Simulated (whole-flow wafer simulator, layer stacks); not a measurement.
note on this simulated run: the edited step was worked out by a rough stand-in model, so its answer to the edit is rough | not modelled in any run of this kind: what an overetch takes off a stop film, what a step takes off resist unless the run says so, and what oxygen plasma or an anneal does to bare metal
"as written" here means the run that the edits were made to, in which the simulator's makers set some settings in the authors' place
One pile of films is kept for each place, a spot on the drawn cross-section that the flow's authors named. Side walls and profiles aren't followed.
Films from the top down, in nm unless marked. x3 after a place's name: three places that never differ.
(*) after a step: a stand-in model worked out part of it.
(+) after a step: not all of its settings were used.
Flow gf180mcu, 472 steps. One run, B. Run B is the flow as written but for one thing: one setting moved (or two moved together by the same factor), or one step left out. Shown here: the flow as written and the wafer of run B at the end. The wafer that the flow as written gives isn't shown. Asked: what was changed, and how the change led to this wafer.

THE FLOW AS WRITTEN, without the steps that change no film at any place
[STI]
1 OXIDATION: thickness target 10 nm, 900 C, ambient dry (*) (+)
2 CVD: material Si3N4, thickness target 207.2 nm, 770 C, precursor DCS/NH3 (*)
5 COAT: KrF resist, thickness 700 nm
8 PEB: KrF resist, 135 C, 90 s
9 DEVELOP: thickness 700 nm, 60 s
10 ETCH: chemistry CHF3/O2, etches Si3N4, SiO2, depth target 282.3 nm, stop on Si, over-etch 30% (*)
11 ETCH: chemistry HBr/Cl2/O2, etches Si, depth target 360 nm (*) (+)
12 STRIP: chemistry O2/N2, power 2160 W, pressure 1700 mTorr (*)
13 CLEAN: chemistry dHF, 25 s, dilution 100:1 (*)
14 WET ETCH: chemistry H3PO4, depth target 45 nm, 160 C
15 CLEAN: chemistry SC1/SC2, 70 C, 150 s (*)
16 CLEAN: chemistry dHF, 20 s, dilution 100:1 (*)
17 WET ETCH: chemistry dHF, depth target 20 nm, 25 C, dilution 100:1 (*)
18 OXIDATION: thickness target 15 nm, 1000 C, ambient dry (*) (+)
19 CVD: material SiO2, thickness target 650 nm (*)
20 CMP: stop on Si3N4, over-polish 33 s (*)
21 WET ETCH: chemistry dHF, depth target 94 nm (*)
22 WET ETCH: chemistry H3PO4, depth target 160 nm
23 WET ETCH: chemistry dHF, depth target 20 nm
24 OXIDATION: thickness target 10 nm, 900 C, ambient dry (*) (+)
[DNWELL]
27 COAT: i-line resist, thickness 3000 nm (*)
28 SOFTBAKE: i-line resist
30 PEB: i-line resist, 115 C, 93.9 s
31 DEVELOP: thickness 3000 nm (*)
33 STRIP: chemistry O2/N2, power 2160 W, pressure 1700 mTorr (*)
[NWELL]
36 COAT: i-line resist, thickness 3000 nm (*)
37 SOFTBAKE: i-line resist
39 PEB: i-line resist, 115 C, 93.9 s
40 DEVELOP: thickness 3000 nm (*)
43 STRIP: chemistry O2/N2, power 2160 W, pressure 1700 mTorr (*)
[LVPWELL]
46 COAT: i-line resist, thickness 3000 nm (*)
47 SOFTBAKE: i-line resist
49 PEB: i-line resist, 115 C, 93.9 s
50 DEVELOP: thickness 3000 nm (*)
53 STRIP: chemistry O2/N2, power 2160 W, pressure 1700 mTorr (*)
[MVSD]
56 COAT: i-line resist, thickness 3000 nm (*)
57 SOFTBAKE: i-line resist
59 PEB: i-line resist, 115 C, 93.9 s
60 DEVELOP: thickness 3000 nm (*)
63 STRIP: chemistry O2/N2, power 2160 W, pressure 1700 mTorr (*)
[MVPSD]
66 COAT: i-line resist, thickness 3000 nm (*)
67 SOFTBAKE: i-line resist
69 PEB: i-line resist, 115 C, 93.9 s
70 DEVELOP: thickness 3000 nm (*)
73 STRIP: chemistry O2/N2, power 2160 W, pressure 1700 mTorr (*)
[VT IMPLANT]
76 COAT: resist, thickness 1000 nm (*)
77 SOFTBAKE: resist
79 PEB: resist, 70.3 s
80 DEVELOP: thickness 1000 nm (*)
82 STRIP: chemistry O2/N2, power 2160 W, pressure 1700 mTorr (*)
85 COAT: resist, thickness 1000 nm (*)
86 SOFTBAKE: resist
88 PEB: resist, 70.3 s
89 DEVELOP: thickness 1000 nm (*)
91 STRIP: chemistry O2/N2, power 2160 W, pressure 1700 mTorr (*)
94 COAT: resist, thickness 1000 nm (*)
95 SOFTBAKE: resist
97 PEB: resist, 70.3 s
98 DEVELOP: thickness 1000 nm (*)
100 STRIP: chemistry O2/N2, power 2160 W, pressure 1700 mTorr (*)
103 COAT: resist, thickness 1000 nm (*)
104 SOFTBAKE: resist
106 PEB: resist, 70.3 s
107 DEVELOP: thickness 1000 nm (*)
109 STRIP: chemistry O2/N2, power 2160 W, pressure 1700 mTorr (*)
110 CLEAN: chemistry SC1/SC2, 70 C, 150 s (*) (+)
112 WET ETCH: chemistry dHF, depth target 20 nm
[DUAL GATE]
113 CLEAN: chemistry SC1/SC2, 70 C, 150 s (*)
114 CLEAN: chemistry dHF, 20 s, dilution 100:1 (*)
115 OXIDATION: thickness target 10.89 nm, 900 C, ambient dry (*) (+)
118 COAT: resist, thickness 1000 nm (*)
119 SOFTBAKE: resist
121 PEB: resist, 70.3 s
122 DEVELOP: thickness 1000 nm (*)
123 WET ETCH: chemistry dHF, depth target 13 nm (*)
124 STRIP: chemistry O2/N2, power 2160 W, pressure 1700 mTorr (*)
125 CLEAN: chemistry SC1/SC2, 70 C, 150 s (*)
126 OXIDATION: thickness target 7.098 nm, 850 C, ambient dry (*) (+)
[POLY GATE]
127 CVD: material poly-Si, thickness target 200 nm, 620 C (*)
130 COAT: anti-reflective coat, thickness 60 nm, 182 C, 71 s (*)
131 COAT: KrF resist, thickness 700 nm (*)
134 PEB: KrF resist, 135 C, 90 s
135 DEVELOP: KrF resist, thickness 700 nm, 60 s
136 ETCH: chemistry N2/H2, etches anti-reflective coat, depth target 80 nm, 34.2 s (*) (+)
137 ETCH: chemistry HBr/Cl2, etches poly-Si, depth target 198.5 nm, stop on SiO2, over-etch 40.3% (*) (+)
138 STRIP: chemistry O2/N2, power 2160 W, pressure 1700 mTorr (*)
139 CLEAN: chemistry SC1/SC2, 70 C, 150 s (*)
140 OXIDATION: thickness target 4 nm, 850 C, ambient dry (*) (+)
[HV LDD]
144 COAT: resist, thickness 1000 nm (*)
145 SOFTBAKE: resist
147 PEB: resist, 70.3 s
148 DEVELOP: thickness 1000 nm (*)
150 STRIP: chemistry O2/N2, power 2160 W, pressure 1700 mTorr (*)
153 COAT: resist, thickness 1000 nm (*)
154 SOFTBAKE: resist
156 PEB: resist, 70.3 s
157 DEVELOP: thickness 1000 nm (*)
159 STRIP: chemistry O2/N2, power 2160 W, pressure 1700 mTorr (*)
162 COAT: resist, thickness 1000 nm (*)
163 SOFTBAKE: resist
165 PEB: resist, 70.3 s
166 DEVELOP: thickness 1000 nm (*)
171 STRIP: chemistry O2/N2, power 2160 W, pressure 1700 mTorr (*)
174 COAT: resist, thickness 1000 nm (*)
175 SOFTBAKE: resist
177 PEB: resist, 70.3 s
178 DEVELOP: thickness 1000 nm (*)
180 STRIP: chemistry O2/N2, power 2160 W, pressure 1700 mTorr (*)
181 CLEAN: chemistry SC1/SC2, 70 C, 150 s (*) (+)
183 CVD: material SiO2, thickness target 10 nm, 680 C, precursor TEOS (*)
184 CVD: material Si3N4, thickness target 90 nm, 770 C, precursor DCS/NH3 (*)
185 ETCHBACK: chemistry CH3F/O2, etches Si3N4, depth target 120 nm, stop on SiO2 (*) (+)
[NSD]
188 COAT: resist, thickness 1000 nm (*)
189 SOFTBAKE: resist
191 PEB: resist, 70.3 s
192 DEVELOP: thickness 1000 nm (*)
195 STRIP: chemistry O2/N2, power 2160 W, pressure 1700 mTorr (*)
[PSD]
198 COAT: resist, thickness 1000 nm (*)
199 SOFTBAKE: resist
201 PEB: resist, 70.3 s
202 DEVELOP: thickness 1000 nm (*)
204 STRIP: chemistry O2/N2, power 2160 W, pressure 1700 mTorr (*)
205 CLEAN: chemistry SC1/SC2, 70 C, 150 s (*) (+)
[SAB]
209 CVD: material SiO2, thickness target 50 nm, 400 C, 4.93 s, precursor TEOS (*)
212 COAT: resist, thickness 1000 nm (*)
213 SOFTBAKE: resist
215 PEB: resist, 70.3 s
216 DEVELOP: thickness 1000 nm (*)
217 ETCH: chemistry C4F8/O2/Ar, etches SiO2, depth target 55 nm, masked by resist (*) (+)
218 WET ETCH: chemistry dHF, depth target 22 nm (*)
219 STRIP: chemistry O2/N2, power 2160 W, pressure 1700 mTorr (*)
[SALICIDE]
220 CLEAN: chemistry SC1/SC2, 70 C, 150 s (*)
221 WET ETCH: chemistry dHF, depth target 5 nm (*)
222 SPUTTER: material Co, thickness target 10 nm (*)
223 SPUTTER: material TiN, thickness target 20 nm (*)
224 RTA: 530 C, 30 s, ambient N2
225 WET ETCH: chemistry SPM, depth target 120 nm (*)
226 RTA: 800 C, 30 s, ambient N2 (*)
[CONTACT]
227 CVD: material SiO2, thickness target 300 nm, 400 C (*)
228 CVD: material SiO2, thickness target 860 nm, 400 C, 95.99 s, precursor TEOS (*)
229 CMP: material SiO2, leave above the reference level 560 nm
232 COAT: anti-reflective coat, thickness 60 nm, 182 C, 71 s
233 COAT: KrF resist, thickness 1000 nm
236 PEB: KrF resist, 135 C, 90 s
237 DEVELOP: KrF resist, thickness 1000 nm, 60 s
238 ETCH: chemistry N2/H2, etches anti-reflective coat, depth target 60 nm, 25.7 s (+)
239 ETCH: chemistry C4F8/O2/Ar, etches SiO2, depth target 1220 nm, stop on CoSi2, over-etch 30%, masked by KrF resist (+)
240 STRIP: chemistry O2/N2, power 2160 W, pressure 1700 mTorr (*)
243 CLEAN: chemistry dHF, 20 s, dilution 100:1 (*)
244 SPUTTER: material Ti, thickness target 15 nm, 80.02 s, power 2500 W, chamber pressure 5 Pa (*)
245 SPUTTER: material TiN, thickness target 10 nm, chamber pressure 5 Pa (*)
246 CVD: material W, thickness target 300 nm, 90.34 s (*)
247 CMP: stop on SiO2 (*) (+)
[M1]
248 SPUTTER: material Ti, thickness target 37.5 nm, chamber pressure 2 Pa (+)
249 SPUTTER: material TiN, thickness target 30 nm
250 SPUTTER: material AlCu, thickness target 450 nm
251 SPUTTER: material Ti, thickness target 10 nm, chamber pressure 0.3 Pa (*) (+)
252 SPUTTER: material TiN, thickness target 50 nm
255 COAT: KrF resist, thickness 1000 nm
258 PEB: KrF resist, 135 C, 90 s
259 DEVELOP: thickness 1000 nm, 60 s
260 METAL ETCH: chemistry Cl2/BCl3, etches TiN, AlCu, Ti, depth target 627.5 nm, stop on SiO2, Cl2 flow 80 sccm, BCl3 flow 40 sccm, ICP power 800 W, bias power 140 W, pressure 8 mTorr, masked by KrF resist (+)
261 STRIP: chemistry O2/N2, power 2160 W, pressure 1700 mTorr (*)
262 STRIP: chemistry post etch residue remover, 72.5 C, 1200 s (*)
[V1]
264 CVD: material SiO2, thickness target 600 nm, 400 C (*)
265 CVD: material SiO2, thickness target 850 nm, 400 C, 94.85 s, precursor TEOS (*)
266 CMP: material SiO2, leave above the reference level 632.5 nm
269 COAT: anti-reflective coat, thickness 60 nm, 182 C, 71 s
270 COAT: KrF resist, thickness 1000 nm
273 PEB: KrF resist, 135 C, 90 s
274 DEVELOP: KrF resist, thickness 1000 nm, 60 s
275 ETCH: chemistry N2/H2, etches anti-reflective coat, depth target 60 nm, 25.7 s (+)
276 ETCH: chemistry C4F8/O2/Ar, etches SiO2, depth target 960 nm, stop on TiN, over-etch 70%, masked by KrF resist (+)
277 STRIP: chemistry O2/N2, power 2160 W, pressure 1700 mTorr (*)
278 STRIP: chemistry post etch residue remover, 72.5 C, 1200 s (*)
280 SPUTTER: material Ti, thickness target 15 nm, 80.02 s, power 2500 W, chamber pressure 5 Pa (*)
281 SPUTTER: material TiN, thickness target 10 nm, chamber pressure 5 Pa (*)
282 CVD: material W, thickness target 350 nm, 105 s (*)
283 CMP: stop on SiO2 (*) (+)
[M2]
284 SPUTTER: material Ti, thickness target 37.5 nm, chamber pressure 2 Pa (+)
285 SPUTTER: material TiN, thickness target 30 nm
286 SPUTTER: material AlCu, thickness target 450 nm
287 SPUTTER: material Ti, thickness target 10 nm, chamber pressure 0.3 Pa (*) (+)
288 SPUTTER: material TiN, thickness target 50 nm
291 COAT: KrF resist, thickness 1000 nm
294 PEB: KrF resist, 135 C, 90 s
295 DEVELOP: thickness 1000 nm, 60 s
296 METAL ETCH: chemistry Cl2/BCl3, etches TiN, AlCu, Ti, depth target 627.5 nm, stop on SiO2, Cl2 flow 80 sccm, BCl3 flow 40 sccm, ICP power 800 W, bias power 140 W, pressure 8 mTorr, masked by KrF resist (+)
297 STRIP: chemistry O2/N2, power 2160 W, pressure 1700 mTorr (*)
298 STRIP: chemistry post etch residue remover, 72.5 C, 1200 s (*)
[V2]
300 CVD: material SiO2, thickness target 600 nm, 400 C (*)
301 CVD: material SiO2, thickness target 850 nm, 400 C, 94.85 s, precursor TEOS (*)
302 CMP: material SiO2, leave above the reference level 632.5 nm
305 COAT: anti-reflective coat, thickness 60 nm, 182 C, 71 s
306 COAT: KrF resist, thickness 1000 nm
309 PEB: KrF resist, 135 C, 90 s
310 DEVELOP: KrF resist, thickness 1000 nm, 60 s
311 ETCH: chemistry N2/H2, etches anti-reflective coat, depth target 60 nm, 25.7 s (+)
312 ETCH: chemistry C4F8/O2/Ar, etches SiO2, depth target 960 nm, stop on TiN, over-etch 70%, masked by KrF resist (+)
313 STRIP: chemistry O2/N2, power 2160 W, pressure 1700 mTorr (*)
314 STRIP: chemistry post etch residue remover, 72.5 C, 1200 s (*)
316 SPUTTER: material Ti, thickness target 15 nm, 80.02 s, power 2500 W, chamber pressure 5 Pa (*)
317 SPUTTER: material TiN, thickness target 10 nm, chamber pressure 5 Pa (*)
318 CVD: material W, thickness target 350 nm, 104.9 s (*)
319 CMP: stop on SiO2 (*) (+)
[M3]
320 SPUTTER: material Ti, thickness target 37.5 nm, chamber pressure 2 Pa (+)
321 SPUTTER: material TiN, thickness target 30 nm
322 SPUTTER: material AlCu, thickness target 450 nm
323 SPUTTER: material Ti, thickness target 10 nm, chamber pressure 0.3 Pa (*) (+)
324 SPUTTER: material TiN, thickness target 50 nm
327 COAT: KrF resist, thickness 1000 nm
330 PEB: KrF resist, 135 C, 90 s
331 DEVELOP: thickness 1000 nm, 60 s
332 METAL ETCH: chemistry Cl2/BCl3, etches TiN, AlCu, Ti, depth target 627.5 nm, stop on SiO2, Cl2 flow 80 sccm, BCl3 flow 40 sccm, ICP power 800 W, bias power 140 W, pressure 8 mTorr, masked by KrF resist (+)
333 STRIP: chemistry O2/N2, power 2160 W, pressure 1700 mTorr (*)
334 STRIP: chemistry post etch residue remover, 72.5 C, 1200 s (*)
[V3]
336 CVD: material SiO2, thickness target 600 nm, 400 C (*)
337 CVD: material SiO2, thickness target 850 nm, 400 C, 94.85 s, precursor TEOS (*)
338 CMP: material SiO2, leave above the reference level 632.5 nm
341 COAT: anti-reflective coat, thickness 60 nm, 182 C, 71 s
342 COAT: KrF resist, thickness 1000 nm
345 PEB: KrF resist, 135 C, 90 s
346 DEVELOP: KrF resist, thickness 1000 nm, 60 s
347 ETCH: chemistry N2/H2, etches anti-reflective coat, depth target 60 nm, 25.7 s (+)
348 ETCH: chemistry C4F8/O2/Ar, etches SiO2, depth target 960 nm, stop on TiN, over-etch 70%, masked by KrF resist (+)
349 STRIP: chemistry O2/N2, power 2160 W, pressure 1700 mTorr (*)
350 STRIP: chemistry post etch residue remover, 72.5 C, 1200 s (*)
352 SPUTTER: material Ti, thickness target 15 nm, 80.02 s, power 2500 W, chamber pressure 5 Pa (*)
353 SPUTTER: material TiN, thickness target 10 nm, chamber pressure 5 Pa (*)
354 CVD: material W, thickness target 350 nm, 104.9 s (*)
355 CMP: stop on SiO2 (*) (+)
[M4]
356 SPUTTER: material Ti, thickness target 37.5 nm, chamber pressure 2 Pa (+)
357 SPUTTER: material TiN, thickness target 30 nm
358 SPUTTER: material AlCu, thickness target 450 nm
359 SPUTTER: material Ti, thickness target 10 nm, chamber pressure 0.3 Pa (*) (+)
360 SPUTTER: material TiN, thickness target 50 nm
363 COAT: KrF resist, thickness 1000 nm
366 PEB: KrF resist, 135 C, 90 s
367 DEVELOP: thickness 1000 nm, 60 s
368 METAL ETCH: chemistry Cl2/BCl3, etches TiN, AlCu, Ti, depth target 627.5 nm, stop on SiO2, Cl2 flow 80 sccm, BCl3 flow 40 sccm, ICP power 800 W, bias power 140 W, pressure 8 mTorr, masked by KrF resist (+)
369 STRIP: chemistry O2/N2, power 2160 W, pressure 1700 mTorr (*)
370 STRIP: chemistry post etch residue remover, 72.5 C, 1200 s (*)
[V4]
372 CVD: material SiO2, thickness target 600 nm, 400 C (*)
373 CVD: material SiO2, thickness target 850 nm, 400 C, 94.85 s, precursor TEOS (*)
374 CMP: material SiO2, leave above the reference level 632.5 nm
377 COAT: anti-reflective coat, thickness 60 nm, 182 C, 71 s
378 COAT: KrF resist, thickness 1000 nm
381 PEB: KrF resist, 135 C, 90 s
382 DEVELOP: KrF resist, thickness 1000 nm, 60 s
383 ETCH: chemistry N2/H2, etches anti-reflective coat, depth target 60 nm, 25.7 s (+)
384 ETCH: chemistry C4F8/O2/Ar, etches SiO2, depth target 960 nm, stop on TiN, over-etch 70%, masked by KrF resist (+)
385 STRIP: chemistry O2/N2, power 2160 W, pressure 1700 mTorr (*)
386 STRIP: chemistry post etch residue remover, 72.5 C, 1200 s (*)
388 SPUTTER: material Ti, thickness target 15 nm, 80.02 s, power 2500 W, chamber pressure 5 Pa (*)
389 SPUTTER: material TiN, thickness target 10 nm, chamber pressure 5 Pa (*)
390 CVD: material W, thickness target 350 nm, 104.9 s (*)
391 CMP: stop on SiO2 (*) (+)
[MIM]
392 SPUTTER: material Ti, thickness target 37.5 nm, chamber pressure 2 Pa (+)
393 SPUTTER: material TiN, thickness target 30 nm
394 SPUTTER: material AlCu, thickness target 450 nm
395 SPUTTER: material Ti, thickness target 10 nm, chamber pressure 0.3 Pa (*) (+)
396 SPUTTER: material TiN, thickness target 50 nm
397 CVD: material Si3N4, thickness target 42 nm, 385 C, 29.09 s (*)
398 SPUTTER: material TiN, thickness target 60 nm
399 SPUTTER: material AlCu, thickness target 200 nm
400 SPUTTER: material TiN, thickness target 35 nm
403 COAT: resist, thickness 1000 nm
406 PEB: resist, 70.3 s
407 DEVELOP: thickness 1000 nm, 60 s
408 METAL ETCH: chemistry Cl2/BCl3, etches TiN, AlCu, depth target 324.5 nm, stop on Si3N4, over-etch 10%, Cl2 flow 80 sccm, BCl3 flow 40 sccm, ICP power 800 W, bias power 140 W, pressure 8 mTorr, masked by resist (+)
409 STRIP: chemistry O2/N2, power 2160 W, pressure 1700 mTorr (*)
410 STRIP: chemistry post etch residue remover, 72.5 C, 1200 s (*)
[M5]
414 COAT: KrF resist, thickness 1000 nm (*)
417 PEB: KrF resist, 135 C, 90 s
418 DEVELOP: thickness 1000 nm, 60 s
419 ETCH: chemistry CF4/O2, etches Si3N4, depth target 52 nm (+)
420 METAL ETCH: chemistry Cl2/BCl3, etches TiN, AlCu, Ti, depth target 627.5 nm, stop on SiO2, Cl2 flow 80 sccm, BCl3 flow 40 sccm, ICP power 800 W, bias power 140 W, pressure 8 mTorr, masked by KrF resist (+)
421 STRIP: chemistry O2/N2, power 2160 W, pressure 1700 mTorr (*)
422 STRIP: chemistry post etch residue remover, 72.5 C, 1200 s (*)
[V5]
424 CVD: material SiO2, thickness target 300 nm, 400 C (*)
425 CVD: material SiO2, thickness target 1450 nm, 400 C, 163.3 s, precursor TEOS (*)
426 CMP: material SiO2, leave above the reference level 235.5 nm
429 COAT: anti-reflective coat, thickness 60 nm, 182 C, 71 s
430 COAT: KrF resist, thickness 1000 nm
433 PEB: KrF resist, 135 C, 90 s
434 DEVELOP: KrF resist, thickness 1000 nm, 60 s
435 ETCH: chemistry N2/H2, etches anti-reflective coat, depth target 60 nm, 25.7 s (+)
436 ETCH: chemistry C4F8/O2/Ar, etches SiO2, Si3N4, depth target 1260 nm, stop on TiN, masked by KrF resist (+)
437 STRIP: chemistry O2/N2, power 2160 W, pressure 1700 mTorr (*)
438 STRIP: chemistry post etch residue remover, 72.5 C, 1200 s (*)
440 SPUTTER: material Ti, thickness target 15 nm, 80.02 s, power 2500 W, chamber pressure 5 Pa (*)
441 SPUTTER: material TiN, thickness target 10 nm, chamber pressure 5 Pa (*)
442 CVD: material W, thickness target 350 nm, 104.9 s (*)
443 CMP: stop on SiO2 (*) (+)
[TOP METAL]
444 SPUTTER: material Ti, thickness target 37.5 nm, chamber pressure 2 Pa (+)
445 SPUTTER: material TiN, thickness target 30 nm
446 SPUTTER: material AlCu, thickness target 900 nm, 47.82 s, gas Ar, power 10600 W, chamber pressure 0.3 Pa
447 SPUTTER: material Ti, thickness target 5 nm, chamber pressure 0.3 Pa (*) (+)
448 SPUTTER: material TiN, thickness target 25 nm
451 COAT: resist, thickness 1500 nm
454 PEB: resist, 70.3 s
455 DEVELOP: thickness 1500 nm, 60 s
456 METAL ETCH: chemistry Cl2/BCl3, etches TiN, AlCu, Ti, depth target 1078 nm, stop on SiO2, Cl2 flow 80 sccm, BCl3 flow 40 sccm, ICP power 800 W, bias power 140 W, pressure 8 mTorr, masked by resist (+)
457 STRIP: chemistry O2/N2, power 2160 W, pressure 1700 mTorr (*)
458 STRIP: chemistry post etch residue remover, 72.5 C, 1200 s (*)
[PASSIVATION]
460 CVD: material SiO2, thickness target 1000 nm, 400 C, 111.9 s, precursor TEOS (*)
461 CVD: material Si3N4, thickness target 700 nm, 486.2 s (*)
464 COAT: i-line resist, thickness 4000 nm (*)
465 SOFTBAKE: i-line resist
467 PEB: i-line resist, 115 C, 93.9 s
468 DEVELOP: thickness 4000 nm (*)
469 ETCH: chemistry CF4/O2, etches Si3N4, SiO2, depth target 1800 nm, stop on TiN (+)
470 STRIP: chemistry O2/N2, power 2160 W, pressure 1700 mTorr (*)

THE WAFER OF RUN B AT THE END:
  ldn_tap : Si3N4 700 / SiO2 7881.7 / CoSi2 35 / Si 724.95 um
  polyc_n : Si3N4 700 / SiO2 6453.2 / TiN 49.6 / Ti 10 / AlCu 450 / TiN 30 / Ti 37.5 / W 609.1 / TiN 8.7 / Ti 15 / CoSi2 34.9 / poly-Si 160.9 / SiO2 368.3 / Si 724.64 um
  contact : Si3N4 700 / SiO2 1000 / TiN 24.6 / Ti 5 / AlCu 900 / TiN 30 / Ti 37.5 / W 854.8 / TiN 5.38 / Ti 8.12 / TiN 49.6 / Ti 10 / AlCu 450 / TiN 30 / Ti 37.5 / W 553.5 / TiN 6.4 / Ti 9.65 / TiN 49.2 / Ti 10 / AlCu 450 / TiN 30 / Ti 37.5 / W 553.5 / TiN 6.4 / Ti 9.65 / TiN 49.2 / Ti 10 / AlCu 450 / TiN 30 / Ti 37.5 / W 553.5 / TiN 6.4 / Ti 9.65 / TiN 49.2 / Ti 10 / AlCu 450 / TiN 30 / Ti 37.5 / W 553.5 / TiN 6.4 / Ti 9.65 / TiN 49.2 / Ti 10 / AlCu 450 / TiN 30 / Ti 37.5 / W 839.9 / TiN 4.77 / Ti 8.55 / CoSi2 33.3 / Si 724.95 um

The cause: step 245, SPUTTER: thickness target 8.7 nm was run, where the flow has thickness target 10 nm.
It can be read off the wafer: polyc_n has TiN 8.7, and step 245 as written asks for 10 nm.

How the change led to this, step by step:
  245 SPUTTER: material TiN, thickness target 10 nm, chamber pressure 5 Pa (*)
      field, field__w1, field__w2 and 107 more: TiN +8.7 (new film) (as written it would be: TiN +10 (new film))
      contact: TiN +4.77 (new film) (as written it would be: TiN +5.48 (new film))
  247 CMP: stop on SiO2 (*) (+)
      field, field__w1, field__w2 and 105 more: W -300 (all of it), TiN -8.7 (all of it), Ti -15 (all of it), SiO2 -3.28 (as written it would be: W -300 (all of it), TiN -10 (all of it), Ti -15 (all of it), SiO2 -3.29)
